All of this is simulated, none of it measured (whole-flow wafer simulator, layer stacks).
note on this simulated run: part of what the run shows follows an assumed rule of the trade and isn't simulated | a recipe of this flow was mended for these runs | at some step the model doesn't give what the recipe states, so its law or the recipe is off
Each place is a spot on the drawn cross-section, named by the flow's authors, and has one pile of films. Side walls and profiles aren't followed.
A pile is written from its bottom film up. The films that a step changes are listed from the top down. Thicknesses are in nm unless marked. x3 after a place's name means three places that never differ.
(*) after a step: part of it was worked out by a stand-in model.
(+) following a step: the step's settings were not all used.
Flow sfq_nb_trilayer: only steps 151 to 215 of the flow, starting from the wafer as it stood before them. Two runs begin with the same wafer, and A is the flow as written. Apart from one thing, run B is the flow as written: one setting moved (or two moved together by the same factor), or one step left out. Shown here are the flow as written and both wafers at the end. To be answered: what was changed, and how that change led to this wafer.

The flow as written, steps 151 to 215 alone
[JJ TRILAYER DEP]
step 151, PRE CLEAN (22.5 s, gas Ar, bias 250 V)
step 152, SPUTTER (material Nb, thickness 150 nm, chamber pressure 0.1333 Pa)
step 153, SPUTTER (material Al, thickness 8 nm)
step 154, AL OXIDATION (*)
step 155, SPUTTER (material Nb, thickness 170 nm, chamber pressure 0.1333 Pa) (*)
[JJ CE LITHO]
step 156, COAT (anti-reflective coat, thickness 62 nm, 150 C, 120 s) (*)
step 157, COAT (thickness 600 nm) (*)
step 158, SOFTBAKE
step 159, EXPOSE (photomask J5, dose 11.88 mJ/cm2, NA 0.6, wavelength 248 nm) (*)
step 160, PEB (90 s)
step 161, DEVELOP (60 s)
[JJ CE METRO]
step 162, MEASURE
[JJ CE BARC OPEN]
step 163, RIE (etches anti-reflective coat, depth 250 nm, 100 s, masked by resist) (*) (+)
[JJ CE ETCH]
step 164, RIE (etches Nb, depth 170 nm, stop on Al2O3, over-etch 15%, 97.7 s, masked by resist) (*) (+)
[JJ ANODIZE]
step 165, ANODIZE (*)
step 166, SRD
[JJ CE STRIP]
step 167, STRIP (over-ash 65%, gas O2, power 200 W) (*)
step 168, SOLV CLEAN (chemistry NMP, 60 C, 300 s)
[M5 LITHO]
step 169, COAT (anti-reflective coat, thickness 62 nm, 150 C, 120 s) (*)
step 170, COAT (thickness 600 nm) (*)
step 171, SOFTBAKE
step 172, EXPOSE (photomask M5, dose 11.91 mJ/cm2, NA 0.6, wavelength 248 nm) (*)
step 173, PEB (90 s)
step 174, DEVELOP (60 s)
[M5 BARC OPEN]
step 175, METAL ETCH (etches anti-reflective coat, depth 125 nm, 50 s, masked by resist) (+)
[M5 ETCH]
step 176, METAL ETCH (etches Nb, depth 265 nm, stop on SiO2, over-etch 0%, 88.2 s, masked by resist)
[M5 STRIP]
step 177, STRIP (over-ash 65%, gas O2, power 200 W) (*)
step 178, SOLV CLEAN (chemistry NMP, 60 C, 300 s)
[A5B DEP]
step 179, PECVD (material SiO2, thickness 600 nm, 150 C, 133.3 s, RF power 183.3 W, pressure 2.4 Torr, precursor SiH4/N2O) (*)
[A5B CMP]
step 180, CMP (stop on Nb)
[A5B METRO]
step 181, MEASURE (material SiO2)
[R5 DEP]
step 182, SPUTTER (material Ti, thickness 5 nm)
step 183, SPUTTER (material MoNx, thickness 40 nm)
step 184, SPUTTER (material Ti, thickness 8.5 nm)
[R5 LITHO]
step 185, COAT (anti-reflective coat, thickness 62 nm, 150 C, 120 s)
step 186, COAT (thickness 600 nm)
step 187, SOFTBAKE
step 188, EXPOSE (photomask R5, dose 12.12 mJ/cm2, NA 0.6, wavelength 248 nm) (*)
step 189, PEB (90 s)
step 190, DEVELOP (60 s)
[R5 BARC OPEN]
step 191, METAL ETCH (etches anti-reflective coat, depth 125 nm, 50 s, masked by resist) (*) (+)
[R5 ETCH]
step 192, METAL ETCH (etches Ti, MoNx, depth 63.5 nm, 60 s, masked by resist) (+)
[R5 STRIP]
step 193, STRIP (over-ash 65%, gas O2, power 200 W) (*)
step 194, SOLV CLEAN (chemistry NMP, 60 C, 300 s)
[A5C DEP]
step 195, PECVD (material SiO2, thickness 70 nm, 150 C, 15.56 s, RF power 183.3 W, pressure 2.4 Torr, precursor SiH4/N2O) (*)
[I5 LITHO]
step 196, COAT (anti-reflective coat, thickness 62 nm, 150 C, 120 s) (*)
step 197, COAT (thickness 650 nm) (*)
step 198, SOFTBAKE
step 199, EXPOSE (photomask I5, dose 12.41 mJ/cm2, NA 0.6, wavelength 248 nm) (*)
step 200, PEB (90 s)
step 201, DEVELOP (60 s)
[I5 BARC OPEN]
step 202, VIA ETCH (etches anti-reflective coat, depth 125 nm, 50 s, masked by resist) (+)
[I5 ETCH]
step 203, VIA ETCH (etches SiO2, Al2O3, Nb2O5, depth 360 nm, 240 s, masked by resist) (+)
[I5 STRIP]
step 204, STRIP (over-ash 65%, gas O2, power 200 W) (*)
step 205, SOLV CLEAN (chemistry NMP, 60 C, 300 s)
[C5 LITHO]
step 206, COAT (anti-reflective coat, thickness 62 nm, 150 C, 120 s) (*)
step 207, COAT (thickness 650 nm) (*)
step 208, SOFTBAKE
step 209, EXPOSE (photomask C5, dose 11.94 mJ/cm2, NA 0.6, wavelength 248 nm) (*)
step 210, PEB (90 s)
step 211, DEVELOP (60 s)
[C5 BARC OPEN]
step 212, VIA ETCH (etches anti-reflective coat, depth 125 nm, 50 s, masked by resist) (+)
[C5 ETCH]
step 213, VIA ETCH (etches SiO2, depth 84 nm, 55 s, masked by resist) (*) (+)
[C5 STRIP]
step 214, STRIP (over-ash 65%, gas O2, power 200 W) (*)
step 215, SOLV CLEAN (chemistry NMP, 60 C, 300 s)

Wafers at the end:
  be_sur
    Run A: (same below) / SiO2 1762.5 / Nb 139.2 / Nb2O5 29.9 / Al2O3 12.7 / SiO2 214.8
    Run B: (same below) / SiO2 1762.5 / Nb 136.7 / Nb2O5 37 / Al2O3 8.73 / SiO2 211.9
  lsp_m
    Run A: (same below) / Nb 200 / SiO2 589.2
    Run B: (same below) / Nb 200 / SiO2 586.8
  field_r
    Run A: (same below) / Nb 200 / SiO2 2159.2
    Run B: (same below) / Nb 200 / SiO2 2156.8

The reason: step 153, SPUTTER: thickness 5.6 nm was run, whereas the flow has thickness 8 nm.

The path from the change to this, step by step:
  step 153, SPUTTER (material Al, thickness 8 nm)
      field_l, v_sur, via_sp and 100 more: A Al gains 8 (new film) | B Al gains 5.6 (new film)
      via_wl, via_wr: A Al gains 5.13 (new film) | B Al gains 3.59 (new film)
      (also at 1 further place)
  step 165, ANODIZE (*)
      field_l, v_sur, via_sp and 96 more: A Al2O3 gains 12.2, Nb2O5 gains 29.9 (new film), Al loses 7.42 (all of it), Nb loses 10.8 | B Al2O3 gains 8.28, Nb2O5 gains 37 (new film), Al loses 5.02 (all of it), Nb loses 13.3
      via_wl, via_wr: A Al2O3 gains 7.51 (new film), Nb2O5 gains 39.2 (new film), Al loses 4.55 (all of it), Nb loses 14.1 | B Al2O3 gains 4.97 (new film), Nb2O5 gains 43.7 (new film), Al loses 3.01 (all of it), Nb loses 15.7
      (also at 1 further place)
  step 169, COAT (anti-reflective coat, thickness 62 nm, 150 C, 120 s) (*)
      ce_r: A anti-reflective coat gains 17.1 (new film) | B anti-reflective coat gains 17.7 (new film)
  step 176, METAL ETCH (etches Nb, depth 265 nm, stop on SiO2, over-etch 0%, 88.2 s, masked by resist)
      field_l, res, field_r and 42 more: A Al2O3 loses 12.6 (all of it), Nb2O5 loses 29.9 (all of it), Nb loses 139.2 (all of it), SiO2 loses 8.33 | B Al2O3 loses 8.6 (all of it), Nb2O5 loses 37 (all of it), Nb loses 136.7 (all of it), SiO2 loses 8.27
      r_end, moat, wl_b_sl, wl_f_m6, wl_g_sl: A Al2O3 loses 12.6 (all of it), Nb2O5 loses 29.9 (all of it), Nb loses 139.2 (all of it), SiO2 loses 8.33 | B Al2O3 loses 8.61 (all of it), Nb2O5 loses 37 (all of it), Nb loses 136.7 (all of it), SiO2 loses 8.27
      (also at 3 further places)
  step 177, STRIP (over-ash 65%, gas O2, power 200 W) (*)
      ce_r: A KrF-resist-other-grade loses 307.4 (all of it), anti-reflective coat loses 17.1 (all of it) | B KrF-resist-other-grade loses 309.2 (all of it), anti-reflective coat loses 17.7 (all of it)
  step 203, VIA ETCH (etches SiO2, Al2O3, Nb2O5, depth 360 nm, 240 s, masked by resist) (+)
      be: A SiO2 loses 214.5 (all of it), Al2O3 loses 12.7 (all of it), Nb2O5 loses 29.9 (all of it), Nb loses 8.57 | B SiO2 loses 211.6 (all of it), Al2O3 loses 8.73 (all of it), Nb2O5 loses 37 (all of it), Nb loses 8.56
